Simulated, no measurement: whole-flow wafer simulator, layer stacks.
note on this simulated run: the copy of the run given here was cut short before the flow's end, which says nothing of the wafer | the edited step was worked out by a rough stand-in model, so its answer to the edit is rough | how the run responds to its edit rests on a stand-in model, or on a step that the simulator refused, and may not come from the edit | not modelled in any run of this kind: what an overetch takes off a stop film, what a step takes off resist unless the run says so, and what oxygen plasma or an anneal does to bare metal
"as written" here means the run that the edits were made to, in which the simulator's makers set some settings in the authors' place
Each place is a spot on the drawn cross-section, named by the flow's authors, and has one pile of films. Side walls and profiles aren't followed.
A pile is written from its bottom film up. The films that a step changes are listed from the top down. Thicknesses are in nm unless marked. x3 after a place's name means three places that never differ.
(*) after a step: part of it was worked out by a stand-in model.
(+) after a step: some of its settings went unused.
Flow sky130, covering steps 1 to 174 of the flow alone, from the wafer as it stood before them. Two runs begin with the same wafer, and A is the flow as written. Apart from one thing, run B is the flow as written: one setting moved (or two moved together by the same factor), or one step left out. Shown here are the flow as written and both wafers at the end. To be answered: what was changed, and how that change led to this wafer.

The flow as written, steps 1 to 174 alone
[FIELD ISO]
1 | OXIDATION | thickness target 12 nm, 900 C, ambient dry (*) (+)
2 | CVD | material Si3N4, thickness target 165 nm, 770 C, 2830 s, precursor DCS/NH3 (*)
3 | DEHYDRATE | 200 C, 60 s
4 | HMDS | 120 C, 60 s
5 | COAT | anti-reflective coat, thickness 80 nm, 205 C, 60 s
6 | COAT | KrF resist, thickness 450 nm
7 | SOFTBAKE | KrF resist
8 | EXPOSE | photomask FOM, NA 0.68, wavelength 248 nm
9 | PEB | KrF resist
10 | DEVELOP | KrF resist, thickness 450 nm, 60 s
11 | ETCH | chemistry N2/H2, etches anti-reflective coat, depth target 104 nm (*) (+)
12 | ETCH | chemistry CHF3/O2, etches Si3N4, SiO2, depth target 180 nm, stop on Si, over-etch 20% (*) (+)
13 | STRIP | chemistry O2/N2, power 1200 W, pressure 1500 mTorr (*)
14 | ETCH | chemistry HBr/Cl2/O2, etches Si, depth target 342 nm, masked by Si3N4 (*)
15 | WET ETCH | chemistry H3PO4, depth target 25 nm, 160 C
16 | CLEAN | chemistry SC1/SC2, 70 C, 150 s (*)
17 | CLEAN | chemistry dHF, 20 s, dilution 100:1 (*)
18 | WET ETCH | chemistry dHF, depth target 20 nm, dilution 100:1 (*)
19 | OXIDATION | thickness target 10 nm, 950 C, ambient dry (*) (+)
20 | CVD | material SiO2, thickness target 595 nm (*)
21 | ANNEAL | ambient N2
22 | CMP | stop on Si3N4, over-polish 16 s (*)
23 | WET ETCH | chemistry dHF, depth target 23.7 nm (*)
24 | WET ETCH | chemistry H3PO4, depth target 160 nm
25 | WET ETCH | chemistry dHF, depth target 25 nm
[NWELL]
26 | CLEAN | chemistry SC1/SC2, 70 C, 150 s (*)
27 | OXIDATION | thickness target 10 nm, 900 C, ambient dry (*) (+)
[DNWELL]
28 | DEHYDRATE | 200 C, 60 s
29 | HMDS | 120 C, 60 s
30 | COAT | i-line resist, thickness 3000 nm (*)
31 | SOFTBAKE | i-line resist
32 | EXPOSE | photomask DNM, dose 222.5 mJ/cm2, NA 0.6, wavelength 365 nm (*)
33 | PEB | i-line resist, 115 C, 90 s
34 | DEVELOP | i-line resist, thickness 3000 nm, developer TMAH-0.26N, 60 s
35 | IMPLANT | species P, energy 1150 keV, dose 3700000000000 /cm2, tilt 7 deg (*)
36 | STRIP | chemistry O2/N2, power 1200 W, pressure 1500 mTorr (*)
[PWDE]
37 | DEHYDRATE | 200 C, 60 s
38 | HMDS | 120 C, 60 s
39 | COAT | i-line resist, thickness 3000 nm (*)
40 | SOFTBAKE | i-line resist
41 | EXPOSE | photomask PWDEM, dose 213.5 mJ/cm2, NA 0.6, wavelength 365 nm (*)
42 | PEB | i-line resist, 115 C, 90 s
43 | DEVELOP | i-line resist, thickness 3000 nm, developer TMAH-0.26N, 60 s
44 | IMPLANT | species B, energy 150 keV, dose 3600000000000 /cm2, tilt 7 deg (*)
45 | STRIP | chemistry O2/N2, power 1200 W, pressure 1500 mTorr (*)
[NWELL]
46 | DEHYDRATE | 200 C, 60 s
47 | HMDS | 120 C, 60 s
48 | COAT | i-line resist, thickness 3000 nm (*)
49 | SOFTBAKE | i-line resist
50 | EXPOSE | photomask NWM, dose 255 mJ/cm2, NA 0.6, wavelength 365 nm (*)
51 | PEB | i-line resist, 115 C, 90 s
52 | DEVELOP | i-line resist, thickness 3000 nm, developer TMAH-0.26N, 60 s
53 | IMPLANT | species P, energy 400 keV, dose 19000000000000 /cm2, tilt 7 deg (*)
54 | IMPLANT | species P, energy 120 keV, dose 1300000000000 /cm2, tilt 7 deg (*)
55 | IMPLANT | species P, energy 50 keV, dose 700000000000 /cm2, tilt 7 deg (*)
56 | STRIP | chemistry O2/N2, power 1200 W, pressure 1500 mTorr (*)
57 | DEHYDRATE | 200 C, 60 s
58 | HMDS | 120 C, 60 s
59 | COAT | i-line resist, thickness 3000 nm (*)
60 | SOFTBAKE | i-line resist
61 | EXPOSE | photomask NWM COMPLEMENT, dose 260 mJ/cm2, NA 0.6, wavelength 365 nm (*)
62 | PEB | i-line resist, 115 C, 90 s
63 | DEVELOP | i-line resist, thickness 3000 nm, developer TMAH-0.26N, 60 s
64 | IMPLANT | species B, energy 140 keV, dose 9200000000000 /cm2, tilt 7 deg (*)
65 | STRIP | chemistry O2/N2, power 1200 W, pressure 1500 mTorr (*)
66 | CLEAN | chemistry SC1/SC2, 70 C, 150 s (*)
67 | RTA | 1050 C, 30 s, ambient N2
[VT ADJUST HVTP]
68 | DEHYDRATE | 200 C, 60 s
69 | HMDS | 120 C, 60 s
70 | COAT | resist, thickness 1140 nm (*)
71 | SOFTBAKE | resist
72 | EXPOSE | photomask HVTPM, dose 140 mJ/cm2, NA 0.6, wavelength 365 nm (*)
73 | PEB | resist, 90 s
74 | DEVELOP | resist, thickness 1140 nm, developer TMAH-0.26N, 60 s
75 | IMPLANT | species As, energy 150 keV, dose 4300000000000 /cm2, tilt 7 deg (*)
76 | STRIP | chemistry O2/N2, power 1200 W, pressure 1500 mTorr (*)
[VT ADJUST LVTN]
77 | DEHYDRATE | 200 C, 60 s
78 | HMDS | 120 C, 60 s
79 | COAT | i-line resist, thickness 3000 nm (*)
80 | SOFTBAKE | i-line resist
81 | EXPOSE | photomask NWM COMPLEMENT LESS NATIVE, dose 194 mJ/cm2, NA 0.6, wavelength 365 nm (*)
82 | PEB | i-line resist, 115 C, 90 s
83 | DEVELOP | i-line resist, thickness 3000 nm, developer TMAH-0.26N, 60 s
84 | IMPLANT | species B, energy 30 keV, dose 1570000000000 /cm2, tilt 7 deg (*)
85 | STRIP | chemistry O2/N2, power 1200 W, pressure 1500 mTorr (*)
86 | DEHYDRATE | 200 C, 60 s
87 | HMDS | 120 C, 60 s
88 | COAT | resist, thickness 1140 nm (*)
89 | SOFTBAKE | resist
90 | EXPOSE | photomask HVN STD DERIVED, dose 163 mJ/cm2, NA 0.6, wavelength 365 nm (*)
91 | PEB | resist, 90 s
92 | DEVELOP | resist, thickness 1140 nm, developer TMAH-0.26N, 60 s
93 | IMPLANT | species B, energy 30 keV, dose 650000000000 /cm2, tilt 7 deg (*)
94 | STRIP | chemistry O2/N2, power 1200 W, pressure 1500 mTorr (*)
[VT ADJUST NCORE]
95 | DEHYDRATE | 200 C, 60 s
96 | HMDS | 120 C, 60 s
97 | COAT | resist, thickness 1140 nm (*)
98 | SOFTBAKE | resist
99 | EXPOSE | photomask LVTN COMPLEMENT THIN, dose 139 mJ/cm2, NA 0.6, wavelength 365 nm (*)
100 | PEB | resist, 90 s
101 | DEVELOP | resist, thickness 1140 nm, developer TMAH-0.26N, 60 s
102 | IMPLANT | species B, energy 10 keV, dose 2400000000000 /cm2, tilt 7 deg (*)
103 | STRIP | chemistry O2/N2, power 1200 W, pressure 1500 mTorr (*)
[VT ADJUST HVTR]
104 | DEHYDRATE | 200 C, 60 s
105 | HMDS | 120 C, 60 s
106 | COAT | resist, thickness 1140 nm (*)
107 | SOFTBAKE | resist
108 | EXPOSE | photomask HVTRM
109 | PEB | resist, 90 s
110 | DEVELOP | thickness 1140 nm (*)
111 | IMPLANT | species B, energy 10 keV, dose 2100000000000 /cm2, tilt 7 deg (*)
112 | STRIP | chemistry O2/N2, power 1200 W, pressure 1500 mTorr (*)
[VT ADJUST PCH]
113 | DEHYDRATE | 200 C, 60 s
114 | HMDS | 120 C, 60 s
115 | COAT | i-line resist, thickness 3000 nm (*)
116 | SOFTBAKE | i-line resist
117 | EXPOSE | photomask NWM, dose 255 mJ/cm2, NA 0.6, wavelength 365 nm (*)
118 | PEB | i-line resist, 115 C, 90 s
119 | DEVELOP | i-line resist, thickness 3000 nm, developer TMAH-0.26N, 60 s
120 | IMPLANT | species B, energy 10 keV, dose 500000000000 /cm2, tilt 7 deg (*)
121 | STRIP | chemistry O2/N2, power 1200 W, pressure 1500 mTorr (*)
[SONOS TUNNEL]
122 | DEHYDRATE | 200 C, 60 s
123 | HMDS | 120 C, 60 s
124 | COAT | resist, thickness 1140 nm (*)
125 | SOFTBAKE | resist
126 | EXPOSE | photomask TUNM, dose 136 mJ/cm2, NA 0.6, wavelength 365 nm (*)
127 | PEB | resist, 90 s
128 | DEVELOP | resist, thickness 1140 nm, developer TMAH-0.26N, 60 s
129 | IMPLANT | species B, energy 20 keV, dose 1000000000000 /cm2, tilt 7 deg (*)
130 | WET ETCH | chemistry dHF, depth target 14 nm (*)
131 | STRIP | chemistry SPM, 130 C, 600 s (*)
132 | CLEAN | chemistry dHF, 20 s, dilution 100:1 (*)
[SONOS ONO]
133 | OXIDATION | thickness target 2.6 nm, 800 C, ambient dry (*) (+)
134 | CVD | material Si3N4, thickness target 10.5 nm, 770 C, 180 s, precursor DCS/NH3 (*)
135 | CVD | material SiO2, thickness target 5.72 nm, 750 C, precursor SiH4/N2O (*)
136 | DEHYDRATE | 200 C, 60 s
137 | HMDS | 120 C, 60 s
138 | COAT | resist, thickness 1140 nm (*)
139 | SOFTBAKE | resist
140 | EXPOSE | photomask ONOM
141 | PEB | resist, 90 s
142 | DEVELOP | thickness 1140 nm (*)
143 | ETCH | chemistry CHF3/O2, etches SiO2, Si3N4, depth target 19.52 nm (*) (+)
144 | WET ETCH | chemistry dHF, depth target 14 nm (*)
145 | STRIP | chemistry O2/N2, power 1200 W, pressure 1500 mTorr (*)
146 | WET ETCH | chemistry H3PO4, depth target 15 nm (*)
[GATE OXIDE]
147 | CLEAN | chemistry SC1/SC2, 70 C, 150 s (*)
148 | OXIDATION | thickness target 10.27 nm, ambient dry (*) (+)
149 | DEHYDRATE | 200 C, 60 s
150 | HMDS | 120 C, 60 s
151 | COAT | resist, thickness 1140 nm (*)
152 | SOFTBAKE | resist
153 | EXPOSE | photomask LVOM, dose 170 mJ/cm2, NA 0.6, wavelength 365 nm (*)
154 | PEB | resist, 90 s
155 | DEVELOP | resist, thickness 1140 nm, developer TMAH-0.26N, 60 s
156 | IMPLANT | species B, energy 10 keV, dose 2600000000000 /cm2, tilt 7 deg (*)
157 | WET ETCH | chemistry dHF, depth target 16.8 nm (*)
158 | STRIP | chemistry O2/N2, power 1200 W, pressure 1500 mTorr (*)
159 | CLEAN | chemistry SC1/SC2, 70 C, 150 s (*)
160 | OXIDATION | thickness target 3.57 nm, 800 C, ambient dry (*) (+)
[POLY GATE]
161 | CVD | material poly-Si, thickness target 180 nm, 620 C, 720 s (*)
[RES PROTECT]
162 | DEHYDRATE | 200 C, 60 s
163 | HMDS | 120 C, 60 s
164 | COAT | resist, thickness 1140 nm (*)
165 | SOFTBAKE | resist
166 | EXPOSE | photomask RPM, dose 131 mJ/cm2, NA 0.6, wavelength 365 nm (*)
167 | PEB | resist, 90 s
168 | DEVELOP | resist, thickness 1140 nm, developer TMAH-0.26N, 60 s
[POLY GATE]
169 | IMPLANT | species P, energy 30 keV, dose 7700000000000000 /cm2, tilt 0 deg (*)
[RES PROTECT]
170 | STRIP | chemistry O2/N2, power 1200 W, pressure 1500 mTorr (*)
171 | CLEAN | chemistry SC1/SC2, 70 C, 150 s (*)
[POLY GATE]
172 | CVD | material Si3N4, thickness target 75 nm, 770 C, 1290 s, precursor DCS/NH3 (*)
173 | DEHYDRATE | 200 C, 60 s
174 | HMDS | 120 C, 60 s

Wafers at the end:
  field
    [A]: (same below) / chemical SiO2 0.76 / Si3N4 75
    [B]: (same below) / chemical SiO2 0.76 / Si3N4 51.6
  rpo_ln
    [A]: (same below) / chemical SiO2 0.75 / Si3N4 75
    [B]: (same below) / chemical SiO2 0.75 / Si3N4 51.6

Cause: step 172, CVD: 747 C was run, while the flow as written has 770 C.

Step by step, how the change led to this:
  172 | CVD | material Si3N4, thickness target 75 nm, 770 C, 1290 s, precursor DCS/NH3 (*)
      field, active, n_well and 187 more: A +75 Si3N4 (new film) | B +51.6 Si3N4 (new film)
